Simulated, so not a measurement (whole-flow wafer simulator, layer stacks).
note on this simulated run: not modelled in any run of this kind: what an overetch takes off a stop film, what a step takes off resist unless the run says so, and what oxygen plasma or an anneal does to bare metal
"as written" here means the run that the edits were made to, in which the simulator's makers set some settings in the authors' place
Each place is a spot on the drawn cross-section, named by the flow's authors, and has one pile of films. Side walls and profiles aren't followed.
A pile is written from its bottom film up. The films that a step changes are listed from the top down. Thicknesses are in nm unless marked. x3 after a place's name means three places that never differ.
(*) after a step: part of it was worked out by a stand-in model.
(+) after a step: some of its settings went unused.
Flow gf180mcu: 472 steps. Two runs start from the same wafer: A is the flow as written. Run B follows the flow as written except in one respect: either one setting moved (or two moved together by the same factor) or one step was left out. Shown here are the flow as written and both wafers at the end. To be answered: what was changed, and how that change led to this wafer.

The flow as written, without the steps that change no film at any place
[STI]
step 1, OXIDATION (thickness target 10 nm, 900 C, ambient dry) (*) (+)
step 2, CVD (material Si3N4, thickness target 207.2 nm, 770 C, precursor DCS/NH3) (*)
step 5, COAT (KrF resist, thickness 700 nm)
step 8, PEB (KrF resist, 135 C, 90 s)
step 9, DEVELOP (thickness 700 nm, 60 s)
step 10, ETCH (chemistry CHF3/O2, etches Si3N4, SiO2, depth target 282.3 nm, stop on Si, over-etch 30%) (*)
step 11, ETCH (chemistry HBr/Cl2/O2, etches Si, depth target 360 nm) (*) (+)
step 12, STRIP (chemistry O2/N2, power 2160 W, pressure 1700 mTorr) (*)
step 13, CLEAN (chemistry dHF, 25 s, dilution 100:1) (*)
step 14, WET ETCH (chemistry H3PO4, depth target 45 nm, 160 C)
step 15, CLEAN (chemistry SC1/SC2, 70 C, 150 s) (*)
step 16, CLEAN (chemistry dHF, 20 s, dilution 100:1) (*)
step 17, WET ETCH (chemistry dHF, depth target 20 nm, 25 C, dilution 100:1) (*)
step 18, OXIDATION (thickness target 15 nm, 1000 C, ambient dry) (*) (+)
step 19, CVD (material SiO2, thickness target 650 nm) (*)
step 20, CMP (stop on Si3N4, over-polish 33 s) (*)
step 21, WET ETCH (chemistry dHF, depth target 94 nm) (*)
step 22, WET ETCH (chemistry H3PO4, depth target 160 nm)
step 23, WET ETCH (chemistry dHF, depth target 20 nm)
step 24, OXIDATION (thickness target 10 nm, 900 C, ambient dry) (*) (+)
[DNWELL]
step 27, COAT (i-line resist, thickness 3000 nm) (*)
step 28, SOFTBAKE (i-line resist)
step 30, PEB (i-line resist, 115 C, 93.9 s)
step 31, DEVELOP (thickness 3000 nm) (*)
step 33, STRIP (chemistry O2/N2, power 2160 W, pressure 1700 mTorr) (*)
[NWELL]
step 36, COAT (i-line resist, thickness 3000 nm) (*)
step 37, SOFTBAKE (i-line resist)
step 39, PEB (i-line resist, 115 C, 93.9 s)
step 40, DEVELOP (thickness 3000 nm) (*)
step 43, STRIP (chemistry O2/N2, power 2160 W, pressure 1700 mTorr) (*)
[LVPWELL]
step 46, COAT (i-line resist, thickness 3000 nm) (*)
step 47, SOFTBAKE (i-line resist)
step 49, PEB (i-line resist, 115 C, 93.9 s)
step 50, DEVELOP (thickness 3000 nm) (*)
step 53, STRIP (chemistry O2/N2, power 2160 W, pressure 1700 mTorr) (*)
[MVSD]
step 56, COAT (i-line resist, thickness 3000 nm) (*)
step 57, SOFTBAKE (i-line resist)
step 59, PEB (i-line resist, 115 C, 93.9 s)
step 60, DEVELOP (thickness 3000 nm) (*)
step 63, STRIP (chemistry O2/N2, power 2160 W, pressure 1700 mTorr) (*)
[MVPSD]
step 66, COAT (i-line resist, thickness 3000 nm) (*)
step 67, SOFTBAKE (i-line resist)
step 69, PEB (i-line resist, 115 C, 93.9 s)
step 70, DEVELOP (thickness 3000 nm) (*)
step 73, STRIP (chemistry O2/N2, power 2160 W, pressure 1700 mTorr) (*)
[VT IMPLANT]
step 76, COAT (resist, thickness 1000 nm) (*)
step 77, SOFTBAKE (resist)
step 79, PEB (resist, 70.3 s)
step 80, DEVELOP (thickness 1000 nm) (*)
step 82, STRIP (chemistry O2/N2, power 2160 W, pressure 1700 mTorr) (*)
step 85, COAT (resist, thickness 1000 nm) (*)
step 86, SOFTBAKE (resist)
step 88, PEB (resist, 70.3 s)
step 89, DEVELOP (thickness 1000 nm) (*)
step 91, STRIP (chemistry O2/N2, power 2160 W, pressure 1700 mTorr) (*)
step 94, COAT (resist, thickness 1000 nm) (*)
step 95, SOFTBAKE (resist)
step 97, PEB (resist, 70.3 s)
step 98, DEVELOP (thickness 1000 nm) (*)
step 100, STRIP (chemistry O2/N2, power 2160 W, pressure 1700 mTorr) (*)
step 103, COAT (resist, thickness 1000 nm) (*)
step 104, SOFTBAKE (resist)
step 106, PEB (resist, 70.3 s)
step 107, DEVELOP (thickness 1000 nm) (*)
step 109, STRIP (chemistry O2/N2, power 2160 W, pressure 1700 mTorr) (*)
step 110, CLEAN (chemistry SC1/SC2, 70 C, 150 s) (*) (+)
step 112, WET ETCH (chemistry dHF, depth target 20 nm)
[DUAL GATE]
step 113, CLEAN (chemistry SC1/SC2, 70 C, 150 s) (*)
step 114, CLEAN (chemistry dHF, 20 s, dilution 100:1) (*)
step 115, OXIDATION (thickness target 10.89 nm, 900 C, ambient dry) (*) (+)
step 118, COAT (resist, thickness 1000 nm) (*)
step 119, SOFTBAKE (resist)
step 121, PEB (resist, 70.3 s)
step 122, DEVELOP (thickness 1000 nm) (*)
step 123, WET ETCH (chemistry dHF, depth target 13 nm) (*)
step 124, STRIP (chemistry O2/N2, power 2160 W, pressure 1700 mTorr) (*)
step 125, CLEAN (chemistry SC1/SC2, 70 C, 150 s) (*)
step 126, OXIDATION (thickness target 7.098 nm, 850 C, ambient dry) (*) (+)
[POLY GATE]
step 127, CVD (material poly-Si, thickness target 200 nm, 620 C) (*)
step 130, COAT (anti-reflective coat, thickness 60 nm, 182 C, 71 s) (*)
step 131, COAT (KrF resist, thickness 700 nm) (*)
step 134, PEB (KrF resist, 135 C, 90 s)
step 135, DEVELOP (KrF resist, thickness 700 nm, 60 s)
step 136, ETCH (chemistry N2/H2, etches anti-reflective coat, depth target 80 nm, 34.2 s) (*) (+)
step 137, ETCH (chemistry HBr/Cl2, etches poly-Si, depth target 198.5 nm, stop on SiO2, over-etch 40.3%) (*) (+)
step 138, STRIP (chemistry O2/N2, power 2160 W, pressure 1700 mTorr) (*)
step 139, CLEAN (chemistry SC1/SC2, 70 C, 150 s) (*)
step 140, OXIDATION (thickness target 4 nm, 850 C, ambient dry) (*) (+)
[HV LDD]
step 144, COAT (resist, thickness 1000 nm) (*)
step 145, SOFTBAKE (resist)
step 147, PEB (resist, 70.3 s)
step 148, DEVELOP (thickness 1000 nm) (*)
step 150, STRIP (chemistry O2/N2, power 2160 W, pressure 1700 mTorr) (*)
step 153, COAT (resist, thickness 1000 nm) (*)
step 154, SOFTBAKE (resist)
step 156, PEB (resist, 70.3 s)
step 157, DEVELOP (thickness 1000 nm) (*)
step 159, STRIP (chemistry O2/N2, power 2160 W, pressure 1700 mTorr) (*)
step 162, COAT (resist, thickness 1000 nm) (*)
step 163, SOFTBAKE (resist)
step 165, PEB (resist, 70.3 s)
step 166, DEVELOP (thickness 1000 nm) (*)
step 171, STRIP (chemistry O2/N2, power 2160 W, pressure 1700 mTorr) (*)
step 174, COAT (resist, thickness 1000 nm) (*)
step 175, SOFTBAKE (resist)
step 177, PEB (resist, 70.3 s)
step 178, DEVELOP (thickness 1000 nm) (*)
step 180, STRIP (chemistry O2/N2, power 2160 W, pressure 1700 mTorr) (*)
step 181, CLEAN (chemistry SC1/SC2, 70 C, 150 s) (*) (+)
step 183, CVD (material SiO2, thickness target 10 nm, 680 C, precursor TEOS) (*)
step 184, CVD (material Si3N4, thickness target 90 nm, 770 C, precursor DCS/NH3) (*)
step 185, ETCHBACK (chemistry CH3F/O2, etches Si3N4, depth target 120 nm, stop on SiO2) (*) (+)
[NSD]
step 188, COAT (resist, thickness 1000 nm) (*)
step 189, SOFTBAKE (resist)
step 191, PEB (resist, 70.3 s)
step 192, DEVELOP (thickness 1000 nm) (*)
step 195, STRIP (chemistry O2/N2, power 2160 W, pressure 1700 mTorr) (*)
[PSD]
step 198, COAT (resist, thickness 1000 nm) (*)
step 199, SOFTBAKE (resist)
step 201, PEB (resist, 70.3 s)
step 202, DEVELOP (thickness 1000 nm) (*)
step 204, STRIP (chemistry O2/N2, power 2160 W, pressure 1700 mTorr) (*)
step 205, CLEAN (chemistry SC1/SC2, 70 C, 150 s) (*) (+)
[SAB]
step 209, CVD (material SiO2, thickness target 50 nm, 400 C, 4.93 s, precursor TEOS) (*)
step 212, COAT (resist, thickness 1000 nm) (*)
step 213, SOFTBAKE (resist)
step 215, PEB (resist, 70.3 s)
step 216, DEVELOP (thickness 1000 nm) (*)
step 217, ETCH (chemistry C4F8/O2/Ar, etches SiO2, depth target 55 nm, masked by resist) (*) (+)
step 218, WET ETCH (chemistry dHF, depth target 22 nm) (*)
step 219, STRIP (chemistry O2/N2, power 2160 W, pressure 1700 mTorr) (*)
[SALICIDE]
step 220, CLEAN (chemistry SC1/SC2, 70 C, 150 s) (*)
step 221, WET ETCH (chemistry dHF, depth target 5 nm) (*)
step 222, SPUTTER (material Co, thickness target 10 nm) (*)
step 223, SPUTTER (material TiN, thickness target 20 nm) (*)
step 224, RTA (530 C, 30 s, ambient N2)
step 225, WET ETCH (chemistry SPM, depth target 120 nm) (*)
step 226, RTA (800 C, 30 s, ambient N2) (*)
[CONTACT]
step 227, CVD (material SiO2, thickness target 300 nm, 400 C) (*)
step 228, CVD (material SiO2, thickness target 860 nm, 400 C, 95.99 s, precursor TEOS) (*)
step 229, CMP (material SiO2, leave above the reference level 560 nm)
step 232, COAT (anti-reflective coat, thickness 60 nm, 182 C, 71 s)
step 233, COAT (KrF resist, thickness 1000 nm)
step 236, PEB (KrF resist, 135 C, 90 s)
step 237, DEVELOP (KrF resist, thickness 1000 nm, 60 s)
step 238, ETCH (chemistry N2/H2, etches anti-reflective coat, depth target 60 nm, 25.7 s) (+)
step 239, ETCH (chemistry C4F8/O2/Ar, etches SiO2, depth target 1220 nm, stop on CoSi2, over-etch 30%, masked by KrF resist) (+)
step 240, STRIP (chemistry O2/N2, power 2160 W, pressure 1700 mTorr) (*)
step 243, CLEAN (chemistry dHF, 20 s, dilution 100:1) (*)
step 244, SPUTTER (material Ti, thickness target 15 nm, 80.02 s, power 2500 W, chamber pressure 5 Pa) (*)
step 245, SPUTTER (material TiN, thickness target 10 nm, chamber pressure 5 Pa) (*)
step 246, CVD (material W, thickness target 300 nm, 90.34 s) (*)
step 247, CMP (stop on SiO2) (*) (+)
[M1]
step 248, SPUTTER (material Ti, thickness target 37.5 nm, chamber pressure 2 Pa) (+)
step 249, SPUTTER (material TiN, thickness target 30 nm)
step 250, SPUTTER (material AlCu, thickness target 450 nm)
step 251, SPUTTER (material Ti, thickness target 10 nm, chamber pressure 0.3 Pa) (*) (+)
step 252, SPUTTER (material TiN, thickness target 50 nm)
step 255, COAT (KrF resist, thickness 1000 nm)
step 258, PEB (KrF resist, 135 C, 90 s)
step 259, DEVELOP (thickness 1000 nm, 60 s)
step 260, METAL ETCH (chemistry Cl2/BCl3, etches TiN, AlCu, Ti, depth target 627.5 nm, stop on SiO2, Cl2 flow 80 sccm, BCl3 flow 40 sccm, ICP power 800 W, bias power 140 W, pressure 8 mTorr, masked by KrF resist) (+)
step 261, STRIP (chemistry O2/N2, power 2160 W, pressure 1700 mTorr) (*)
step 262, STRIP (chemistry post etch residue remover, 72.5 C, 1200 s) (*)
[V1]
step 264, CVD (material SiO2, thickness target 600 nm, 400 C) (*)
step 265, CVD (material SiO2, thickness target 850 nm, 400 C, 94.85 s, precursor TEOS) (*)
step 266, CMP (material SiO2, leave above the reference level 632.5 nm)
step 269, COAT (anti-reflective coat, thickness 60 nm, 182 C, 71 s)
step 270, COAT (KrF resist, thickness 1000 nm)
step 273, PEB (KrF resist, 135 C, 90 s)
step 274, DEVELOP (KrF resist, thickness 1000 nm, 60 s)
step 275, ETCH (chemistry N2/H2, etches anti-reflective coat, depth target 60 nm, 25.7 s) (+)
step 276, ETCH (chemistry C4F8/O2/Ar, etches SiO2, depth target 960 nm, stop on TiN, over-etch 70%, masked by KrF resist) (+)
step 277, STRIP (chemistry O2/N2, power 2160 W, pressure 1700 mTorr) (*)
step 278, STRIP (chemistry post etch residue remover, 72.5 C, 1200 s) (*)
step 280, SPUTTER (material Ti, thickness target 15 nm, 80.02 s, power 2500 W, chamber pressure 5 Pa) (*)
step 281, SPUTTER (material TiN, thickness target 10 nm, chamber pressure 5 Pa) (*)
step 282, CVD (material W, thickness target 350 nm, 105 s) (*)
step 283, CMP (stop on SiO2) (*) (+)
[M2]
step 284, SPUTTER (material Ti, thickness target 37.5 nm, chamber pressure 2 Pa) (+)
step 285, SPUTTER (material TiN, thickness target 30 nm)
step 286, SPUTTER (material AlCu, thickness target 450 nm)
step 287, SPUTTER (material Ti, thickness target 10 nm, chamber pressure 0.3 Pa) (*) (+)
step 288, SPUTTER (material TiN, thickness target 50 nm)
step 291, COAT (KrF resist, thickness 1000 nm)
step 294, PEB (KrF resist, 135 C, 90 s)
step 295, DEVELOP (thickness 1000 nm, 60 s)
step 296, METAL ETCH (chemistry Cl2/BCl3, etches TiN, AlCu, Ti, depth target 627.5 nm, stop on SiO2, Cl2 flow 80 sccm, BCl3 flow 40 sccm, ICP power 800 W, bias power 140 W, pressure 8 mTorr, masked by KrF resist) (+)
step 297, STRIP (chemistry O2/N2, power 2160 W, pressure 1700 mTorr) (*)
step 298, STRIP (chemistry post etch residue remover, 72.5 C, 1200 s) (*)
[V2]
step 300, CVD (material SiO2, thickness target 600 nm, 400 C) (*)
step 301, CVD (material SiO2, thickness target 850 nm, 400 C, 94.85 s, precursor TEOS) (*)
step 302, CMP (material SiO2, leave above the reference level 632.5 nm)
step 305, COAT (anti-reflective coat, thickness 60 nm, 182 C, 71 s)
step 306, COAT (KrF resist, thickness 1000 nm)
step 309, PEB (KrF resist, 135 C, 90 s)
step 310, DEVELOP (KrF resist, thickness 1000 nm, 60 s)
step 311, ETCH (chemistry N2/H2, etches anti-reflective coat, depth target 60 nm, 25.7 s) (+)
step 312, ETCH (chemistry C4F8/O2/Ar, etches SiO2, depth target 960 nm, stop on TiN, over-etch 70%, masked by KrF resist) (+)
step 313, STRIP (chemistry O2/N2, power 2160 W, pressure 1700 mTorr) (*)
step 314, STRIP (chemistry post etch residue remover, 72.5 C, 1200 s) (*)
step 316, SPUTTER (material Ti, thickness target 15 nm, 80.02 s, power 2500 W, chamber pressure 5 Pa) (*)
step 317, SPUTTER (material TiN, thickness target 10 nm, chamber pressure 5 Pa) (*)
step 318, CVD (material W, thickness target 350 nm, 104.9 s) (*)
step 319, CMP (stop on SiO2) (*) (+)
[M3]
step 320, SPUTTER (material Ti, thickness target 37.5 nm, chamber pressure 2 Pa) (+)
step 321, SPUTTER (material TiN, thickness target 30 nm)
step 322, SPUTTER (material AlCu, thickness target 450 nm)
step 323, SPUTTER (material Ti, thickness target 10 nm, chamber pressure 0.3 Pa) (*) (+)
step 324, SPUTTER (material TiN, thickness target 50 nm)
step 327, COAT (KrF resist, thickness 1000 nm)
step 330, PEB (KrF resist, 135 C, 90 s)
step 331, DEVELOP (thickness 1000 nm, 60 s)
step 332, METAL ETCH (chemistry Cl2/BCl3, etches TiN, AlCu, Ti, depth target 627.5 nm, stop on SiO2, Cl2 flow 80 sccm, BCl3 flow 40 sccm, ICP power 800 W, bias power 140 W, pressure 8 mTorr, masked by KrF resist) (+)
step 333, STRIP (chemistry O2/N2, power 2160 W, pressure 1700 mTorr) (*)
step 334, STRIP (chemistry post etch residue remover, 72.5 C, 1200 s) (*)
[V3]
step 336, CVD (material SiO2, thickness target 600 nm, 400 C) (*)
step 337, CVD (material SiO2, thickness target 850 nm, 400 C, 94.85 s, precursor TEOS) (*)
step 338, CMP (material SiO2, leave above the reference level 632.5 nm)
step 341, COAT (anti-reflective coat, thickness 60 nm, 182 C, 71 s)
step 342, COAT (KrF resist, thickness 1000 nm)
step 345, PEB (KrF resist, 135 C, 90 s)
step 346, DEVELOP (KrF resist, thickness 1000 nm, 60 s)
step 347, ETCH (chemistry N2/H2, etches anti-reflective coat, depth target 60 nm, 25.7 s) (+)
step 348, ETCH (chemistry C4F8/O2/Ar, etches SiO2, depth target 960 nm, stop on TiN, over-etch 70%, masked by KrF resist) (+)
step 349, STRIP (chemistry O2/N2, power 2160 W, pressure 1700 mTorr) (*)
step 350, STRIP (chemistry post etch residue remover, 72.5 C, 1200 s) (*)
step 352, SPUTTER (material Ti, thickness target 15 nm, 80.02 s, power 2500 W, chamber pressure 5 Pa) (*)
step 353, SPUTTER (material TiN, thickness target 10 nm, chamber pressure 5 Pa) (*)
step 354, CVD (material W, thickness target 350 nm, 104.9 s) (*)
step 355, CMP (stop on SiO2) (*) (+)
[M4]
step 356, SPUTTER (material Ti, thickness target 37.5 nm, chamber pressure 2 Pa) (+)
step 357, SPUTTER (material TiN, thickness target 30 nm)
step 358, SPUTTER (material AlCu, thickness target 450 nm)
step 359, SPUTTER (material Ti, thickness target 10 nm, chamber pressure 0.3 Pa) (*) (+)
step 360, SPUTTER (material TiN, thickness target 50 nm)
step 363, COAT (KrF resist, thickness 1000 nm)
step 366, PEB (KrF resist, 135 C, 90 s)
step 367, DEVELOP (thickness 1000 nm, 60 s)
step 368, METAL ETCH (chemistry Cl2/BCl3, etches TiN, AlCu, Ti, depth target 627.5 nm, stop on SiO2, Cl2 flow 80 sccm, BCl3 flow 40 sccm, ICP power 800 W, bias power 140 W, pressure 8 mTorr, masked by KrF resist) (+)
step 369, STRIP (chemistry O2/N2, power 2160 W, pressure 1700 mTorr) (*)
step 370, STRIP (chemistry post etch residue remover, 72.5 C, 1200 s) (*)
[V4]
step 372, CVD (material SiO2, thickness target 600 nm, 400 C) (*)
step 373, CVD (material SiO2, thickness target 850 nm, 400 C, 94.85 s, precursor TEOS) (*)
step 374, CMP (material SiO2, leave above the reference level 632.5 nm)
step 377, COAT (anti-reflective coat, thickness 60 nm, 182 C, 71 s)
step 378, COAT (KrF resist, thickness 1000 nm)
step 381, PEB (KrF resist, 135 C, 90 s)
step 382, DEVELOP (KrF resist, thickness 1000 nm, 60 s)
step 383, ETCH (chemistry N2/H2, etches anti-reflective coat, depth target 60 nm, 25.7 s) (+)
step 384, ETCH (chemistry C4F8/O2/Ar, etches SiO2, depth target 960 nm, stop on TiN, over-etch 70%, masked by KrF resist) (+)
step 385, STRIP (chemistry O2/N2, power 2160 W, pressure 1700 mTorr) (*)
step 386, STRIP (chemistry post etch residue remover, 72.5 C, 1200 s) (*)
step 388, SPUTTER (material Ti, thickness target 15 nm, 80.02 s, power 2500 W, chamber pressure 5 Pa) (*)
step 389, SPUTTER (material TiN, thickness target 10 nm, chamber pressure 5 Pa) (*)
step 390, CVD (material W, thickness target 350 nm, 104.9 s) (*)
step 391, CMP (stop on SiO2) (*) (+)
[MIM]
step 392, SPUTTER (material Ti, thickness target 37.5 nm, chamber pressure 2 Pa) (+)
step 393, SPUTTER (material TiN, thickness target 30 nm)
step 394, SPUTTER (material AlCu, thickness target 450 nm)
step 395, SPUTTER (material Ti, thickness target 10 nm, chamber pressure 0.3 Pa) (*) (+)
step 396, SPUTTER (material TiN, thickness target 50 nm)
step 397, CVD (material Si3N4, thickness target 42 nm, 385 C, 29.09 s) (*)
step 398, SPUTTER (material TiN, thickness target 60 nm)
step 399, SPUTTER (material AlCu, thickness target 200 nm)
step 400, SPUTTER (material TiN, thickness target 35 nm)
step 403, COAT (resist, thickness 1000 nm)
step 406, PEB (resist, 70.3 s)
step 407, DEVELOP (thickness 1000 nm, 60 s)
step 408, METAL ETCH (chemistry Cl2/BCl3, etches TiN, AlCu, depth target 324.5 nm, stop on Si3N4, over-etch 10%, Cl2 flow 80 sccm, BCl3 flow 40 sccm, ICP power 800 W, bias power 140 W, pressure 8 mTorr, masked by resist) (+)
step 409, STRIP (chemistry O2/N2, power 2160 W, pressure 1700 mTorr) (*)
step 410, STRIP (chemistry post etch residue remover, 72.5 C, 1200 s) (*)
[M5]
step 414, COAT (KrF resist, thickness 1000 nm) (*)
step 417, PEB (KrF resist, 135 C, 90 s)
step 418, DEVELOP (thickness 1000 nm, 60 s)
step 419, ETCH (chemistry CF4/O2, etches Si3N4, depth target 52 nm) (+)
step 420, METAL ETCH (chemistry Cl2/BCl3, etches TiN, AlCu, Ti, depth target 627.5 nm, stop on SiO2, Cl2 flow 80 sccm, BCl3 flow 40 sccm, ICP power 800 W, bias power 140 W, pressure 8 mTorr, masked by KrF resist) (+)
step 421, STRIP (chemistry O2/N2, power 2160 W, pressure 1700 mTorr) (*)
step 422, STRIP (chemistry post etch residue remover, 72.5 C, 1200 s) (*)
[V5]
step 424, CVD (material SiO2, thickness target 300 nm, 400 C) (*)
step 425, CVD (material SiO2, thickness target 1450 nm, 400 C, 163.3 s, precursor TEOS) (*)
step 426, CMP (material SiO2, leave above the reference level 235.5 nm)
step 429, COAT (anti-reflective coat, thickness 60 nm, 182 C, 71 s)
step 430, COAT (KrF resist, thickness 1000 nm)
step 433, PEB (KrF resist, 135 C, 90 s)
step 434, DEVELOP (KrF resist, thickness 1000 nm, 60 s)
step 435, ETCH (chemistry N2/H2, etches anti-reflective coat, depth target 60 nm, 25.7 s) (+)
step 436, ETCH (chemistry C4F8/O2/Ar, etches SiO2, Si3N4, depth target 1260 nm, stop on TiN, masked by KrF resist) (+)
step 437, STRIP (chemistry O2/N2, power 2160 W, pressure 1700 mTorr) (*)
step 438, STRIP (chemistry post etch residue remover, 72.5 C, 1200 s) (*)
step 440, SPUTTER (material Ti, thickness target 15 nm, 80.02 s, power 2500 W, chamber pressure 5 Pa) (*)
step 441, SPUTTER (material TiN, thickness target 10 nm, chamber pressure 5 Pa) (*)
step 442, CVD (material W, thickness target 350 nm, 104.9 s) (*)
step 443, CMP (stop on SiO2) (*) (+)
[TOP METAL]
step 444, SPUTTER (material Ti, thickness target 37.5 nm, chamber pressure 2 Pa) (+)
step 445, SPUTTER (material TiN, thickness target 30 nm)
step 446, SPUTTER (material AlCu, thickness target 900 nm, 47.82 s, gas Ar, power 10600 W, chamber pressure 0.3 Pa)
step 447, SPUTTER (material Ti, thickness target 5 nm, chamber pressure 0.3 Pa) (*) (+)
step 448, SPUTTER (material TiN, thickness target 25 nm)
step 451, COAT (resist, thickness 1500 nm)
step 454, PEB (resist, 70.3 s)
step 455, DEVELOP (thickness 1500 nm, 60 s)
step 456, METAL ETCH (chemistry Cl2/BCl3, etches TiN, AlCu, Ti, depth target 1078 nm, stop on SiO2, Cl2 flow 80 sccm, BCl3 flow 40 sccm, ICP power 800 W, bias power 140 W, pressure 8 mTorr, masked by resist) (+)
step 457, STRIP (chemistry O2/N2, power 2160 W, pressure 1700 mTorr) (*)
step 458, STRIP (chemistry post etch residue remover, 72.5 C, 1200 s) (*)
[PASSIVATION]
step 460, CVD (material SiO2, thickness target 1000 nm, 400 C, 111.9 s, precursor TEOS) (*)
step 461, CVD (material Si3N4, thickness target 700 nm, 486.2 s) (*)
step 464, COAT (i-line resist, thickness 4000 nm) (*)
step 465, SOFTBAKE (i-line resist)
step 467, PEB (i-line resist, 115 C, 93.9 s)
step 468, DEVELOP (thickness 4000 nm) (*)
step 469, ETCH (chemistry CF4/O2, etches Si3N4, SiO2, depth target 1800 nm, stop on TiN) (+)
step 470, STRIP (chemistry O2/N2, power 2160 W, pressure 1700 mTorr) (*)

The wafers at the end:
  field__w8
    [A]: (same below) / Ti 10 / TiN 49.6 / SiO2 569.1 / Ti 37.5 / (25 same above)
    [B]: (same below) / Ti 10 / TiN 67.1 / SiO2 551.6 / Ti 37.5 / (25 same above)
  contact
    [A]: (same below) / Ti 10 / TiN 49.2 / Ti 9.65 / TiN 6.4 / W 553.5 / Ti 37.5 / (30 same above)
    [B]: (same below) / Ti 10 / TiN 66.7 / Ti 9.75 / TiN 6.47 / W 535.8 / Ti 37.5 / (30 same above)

What caused this: step 288, SPUTTER: thickness target 67.5 nm was run, while the flow as written has thickness target 50 nm.

The path from the change to this, step by step:
  step 288, SPUTTER (material TiN, thickness target 50 nm)
      field, field__w1, field__w2 and 108 more: A TiN gains 50 (new film) | B TiN gains 67.5 (new film)
  step 296, METAL ETCH (chemistry Cl2/BCl3, etches TiN, AlCu, Ti, depth target 627.5 nm, stop on SiO2, Cl2 flow 80 sccm, BCl3 flow 40 sccm, ICP power 800 W, bias power 140 W, pressure 8 mTorr, masked by KrF resist) (+)
      field, field__w1, field__w2 and 103 more: A TiN loses 50 (all of it), Ti loses 10 (all of it), AlCu loses 450 (all of it), TiN loses 30 (all of it), Ti loses 37.5 (all of it) | B TiN loses 67.5 (all of it), Ti loses 10 (all of it), AlCu loses 450 (all of it), TiN loses 30 (all of it), Ti loses 37.5 (all of it)
  step 312, ETCH (chemistry C4F8/O2/Ar, etches SiO2, depth target 960 nm, stop on TiN, over-etch 70%, masked by KrF resist) (+)
      contact: A SiO2 loses 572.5 (all of it) | B SiO2 loses 555 (all of it)
